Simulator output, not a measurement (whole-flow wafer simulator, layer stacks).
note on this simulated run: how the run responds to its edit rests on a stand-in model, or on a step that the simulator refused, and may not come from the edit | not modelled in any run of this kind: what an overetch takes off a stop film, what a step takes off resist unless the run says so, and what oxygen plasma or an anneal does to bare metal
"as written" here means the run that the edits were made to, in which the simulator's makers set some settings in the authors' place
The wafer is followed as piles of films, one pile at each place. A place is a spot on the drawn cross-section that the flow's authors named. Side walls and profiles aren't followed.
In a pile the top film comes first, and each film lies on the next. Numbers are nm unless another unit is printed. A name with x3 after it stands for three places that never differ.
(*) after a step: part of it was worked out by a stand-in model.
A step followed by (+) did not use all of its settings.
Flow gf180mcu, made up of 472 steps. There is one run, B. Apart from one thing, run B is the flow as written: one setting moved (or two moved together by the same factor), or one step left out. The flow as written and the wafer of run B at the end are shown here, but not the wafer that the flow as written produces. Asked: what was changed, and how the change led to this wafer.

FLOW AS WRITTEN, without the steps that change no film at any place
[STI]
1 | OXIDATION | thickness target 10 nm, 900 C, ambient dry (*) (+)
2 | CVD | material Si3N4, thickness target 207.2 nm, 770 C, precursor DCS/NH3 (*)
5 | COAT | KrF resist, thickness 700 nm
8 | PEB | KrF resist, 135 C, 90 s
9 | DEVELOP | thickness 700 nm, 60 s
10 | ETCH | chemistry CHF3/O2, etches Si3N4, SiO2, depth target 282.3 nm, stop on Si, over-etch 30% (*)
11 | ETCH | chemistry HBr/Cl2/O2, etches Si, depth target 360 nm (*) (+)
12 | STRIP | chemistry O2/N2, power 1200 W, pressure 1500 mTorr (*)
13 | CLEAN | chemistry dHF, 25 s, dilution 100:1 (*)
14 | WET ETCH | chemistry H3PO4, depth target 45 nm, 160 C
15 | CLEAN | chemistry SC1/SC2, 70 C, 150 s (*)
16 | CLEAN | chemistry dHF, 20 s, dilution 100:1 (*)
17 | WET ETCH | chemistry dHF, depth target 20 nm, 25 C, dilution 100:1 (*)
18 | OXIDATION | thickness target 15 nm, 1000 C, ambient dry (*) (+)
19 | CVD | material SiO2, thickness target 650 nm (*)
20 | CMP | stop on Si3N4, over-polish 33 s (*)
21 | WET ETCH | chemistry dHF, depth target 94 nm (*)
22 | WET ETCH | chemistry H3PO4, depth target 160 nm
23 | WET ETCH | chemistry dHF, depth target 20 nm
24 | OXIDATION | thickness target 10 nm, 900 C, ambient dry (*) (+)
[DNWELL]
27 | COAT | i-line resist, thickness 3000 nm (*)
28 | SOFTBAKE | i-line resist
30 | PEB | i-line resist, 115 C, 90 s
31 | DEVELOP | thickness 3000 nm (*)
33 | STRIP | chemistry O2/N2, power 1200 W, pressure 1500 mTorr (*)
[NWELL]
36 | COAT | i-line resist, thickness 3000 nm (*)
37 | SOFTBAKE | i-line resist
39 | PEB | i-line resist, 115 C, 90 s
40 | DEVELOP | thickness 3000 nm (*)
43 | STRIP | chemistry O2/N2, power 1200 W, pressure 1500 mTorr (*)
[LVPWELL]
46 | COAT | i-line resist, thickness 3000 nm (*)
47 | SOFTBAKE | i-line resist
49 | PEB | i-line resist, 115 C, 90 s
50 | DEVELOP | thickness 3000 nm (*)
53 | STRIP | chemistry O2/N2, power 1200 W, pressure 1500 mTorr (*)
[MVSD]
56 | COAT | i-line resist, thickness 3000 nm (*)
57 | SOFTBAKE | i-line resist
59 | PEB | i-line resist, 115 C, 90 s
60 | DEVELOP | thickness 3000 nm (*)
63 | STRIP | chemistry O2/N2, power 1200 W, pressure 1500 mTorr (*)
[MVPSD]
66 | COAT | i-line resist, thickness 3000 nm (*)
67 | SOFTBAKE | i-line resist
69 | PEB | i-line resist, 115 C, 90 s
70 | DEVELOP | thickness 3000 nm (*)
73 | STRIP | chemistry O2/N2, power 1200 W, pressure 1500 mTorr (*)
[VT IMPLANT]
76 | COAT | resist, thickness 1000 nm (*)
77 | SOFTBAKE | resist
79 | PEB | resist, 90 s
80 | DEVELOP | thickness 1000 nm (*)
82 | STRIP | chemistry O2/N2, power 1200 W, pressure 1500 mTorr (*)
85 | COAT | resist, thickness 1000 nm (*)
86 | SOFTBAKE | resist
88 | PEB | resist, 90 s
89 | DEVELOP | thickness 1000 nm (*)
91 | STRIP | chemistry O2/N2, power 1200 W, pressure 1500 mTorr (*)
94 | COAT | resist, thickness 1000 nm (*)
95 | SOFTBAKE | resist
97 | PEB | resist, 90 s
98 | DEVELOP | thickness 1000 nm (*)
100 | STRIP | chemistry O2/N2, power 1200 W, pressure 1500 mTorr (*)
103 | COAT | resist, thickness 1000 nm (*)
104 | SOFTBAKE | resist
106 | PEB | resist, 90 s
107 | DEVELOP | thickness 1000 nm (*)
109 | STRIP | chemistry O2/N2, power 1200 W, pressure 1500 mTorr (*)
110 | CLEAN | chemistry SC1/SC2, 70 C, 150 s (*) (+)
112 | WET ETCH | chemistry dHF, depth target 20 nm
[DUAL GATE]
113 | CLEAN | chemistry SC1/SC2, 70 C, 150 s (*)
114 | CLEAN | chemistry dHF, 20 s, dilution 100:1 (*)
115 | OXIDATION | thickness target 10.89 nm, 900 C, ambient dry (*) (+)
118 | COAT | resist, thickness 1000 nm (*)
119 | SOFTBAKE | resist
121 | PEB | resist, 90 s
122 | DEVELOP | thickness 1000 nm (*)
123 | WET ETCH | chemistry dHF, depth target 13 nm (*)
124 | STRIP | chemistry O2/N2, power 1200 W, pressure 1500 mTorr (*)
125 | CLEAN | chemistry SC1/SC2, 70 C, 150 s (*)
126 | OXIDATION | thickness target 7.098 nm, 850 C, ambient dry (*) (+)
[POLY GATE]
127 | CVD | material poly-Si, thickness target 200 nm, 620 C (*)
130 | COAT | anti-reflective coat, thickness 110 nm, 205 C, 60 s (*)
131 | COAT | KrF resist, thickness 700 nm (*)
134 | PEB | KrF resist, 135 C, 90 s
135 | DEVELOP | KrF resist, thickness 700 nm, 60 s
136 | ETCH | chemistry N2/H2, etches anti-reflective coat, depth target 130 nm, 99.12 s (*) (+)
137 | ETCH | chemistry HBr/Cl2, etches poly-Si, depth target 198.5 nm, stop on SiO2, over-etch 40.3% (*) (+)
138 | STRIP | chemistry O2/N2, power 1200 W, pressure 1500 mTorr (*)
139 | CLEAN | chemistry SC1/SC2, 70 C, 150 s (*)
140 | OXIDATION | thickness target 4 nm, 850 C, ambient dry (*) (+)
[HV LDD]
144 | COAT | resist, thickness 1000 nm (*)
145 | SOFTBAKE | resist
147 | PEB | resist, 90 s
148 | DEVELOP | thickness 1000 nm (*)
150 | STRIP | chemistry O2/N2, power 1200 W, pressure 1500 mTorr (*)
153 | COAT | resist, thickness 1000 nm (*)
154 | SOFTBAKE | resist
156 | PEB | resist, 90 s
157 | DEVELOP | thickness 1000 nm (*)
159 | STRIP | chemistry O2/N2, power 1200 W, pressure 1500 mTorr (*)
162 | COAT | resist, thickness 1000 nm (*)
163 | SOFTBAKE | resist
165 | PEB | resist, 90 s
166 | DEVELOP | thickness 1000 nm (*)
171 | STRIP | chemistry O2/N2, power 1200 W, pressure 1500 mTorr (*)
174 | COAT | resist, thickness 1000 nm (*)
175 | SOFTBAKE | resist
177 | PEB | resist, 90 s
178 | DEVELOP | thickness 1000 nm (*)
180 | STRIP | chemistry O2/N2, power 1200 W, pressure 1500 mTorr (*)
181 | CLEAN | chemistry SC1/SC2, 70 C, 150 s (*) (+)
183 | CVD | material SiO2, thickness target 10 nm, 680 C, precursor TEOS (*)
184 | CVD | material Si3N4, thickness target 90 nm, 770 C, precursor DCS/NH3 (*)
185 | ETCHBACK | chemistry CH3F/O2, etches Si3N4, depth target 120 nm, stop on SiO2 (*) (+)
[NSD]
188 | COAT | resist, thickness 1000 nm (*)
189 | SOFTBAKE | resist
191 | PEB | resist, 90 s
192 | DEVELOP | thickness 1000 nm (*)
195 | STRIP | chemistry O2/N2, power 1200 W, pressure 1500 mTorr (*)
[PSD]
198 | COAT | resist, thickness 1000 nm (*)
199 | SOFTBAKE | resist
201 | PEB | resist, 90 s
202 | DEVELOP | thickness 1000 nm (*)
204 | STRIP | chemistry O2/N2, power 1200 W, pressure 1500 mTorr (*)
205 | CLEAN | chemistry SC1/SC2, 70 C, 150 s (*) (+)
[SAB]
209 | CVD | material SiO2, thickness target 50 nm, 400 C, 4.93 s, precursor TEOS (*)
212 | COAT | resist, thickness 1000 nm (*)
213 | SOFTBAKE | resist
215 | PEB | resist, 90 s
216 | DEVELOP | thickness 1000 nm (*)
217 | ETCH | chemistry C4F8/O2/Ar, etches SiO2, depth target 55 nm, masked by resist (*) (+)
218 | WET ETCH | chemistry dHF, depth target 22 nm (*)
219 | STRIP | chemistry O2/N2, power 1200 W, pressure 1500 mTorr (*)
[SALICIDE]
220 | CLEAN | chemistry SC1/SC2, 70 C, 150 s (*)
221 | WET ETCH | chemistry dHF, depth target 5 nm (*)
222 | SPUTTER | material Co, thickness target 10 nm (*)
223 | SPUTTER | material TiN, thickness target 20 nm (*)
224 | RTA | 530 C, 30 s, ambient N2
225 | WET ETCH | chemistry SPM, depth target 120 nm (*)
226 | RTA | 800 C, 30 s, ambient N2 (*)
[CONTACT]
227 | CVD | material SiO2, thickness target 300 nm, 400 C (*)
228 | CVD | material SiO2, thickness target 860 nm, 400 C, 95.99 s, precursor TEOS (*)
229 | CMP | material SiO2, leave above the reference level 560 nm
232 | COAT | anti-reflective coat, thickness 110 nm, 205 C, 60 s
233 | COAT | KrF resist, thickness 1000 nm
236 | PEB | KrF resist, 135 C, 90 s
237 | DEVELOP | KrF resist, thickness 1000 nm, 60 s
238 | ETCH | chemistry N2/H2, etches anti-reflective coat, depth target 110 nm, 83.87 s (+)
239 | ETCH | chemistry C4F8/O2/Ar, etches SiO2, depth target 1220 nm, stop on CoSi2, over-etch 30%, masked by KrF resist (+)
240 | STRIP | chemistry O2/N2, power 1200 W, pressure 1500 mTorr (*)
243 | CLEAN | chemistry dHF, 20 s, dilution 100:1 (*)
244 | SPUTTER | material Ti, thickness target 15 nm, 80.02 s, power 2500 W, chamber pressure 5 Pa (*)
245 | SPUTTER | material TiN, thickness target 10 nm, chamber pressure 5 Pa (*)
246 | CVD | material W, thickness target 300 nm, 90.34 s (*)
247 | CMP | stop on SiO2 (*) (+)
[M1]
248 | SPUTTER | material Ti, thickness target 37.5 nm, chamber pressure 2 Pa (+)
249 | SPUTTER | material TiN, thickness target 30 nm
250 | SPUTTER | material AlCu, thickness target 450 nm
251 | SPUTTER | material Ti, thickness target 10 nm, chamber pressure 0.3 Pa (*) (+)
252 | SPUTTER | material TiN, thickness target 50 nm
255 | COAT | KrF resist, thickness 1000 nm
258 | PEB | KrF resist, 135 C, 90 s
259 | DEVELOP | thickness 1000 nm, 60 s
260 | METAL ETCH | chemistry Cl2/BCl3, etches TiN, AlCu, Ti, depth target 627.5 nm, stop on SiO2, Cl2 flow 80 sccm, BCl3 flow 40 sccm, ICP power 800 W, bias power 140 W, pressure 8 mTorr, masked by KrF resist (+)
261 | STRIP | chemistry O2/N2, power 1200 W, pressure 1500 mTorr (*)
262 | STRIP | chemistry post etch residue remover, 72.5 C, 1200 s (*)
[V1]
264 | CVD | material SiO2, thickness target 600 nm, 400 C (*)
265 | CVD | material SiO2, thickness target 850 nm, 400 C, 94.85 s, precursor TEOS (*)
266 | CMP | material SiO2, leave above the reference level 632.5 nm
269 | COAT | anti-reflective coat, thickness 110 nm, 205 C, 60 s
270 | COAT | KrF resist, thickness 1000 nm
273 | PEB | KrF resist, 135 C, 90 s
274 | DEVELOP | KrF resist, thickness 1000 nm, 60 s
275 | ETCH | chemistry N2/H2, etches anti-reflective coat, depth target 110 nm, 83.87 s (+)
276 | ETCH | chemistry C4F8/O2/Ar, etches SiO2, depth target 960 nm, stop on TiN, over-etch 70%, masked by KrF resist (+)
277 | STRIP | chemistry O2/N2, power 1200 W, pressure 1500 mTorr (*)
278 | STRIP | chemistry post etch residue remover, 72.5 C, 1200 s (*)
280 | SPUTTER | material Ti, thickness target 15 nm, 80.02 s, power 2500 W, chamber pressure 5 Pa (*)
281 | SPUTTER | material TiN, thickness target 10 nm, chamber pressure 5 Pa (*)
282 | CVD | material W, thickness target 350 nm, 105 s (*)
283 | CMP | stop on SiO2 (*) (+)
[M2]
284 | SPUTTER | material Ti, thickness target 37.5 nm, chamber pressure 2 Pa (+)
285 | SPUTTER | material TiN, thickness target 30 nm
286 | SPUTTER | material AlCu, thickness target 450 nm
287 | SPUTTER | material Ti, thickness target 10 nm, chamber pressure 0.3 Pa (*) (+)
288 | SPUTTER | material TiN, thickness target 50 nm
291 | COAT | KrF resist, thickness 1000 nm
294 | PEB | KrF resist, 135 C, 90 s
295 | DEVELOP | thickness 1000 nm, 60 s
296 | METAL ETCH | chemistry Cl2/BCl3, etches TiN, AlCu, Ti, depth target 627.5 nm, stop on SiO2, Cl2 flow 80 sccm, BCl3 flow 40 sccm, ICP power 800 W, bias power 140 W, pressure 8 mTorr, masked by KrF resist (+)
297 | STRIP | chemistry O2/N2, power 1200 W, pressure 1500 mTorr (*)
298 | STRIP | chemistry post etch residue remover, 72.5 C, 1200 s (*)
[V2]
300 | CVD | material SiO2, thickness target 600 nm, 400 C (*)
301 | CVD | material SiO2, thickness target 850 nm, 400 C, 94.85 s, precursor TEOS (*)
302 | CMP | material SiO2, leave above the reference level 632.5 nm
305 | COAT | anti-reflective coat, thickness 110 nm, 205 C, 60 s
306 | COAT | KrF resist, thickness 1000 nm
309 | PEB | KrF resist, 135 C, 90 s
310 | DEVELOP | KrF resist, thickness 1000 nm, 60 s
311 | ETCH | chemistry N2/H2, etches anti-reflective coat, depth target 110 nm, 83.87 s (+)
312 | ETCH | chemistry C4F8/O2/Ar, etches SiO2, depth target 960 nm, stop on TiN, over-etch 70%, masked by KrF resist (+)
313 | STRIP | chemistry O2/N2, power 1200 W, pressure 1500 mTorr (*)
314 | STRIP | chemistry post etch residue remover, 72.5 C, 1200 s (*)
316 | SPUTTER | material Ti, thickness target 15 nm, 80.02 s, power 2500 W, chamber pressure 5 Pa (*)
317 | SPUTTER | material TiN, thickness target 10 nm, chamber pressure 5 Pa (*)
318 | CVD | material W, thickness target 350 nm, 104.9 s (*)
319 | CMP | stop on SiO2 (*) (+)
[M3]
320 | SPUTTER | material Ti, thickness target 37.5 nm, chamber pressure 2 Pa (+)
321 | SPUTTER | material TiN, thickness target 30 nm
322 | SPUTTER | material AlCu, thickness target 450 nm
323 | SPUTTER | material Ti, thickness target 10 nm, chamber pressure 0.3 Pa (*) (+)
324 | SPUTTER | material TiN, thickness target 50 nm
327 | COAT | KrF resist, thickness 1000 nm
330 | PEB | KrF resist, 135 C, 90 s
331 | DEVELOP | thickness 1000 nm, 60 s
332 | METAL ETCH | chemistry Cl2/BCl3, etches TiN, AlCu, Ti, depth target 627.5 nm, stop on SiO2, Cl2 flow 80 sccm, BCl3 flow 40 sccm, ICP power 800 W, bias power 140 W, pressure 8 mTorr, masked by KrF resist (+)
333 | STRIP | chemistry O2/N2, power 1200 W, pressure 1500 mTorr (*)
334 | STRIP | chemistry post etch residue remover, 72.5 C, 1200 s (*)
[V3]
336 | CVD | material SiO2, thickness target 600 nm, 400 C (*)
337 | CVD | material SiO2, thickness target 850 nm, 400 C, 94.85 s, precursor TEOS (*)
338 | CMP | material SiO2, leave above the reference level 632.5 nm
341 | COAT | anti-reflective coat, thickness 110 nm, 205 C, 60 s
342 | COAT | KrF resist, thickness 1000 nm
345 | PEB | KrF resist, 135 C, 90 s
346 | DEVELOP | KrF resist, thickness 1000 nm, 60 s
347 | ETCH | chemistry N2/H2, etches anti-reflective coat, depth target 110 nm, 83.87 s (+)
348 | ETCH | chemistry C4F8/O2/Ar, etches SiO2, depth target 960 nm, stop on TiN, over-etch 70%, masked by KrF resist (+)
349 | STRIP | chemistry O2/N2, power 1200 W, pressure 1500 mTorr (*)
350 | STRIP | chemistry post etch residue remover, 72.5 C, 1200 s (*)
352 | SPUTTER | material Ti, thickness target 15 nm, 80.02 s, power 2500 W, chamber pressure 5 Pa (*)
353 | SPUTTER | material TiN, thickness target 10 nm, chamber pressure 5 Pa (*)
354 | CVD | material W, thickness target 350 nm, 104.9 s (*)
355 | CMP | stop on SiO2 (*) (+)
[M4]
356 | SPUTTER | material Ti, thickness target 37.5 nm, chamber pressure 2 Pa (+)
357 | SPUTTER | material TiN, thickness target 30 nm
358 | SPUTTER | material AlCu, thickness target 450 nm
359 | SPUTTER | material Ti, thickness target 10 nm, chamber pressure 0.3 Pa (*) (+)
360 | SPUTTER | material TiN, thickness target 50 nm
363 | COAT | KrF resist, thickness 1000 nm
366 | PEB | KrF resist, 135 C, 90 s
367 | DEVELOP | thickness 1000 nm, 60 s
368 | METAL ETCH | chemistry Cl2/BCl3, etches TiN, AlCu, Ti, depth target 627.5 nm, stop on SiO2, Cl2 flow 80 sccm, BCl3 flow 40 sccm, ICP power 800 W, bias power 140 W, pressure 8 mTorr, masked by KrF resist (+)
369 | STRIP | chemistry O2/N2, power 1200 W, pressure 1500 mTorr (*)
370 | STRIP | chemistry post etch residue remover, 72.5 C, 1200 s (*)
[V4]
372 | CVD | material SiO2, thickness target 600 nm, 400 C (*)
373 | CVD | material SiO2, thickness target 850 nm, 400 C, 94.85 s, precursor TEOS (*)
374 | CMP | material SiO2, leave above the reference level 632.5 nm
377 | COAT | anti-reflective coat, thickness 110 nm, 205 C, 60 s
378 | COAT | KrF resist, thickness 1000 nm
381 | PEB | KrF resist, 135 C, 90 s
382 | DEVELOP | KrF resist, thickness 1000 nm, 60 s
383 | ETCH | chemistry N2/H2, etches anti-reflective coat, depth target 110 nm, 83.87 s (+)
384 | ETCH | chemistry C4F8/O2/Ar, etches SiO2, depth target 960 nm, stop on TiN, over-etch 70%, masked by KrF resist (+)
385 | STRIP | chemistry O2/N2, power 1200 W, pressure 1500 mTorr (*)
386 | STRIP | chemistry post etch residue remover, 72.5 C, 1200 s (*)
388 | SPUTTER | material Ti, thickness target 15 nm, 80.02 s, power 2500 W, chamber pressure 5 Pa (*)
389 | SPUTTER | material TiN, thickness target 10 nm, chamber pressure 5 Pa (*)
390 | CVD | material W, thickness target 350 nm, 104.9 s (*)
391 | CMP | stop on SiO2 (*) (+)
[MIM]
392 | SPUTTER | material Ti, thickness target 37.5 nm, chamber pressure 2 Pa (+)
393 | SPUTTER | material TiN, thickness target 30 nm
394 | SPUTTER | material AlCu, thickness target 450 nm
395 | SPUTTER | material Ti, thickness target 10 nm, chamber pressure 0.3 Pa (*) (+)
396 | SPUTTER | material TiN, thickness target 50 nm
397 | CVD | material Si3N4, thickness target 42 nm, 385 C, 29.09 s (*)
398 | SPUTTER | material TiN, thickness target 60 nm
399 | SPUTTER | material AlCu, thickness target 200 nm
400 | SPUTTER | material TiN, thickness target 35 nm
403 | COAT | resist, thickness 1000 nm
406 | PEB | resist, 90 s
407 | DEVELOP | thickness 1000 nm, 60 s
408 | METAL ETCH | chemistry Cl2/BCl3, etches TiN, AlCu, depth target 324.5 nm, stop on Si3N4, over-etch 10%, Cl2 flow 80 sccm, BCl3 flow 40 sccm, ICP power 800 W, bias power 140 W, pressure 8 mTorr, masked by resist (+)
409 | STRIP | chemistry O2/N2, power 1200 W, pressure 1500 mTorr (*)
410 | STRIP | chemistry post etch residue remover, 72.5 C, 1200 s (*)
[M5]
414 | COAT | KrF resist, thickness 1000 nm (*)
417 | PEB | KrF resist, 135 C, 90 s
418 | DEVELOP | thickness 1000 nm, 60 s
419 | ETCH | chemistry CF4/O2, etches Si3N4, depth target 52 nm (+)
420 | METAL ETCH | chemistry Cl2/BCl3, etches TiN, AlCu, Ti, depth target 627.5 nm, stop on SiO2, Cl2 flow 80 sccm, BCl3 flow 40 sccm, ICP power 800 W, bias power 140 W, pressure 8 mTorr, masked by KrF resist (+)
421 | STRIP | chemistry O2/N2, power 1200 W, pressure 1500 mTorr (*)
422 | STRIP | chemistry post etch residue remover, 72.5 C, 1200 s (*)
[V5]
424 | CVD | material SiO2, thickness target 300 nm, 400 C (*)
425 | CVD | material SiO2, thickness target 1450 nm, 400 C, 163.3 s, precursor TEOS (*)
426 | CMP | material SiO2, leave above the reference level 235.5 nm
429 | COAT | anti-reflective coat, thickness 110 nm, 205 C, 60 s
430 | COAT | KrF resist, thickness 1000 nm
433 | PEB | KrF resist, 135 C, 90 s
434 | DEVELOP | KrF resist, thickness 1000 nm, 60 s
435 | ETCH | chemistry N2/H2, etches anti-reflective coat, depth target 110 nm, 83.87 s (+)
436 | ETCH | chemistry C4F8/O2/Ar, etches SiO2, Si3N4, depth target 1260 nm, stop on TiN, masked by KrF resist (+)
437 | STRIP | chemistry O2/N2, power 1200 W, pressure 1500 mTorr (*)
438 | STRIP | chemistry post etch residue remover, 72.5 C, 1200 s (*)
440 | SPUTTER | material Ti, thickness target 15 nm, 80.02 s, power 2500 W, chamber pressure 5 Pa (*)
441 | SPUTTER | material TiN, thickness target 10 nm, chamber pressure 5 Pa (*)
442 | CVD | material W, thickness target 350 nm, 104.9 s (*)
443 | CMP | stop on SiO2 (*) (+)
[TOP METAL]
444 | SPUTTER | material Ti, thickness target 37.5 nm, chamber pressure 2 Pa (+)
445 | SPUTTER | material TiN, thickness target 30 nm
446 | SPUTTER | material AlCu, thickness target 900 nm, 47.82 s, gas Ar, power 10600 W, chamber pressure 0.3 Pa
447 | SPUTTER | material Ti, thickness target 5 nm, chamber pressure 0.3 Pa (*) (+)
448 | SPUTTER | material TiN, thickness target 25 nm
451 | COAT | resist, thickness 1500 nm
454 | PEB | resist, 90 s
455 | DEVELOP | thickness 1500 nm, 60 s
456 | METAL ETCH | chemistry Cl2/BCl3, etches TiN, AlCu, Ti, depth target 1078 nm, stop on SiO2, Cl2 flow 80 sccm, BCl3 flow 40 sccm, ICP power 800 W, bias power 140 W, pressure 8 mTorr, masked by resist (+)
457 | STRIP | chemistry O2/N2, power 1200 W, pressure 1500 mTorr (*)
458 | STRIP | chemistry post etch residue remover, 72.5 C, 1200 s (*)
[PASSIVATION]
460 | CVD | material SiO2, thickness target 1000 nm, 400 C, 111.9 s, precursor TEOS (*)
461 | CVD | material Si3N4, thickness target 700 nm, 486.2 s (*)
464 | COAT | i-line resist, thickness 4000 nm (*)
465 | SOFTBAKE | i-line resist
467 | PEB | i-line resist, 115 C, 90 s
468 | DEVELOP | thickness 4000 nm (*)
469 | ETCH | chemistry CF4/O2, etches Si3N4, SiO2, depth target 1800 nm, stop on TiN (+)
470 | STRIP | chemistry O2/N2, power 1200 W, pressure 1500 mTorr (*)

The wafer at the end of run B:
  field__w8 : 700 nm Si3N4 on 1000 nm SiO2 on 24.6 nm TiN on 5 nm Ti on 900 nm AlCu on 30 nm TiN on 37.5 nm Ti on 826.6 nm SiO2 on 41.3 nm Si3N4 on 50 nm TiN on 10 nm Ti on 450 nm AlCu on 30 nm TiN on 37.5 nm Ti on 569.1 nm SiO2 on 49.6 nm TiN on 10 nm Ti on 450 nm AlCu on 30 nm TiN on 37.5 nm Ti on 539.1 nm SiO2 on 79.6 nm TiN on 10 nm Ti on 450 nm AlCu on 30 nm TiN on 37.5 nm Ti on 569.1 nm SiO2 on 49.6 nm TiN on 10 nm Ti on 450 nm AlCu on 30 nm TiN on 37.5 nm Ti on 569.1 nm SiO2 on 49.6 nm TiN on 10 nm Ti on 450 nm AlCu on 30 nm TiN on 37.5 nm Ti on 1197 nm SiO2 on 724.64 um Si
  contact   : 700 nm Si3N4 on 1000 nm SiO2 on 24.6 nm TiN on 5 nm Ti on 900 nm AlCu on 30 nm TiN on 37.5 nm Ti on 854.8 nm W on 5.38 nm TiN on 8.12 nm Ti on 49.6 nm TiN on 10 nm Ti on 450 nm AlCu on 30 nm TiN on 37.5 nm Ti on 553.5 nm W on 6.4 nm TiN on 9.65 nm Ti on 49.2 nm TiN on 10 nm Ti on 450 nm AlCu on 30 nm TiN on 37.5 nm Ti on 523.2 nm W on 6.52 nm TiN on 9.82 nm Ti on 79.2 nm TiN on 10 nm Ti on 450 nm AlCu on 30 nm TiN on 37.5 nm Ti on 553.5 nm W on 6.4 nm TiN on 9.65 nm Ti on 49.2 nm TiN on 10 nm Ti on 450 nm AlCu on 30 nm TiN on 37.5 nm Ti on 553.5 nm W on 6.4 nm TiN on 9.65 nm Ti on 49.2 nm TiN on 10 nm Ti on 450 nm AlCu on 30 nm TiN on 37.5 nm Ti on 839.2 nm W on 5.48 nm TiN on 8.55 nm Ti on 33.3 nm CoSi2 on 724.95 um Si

The reason: step 324, SPUTTER: thickness target 80 nm was run, though the flow has thickness target 50 nm.

How this came from the change, step by step:
  324 | SPUTTER | material TiN, thickness target 50 nm
      field, field__w1, field__w2 and 108 more: +80 TiN (new film) (as written it would have been: +50 TiN (new film))
  332 | METAL ETCH | chemistry Cl2/BCl3, etches TiN, AlCu, Ti, depth target 627.5 nm, stop on SiO2, Cl2 flow 80 sccm, BCl3 flow 40 sccm, ICP power 800 W, bias power 140 W, pressure 8 mTorr, masked by KrF resist (+)
      field, field__w1, field__w2 and 103 more: -80 TiN (all of it), -10 Ti (all of it), -450 AlCu (all of it), -30 TiN (all of it), -37.5 Ti (all of it) (as written it would have been: -50 TiN (all of it), -10 Ti (all of it), -450 AlCu (all of it), -30 TiN (all of it), -37.5 Ti (all of it))
  338 | CMP | material SiO2, leave above the reference level 632.5 nm
      field__w8, contact, m1, m1__w1, m1_nw: -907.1 SiO2 (as written it would have been: -877.1 SiO2)
  348 | ETCH | chemistry C4F8/O2/Ar, etches SiO2, depth target 960 nm, stop on TiN, over-etch 70%, masked by KrF resist (+)
      field, field__w1, field__w2 and 107 more: -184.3 KrF resist (as written it would have been: -192 KrF resist)
      contact: -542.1 SiO2 (all of it) (as written it would have been: -572.1 SiO2 (all of it))
  354 | CVD | material W, thickness target 350 nm, 104.9 s (*)
      contact: +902 W (new film) (as written it would have been: +932.3 W (new film))
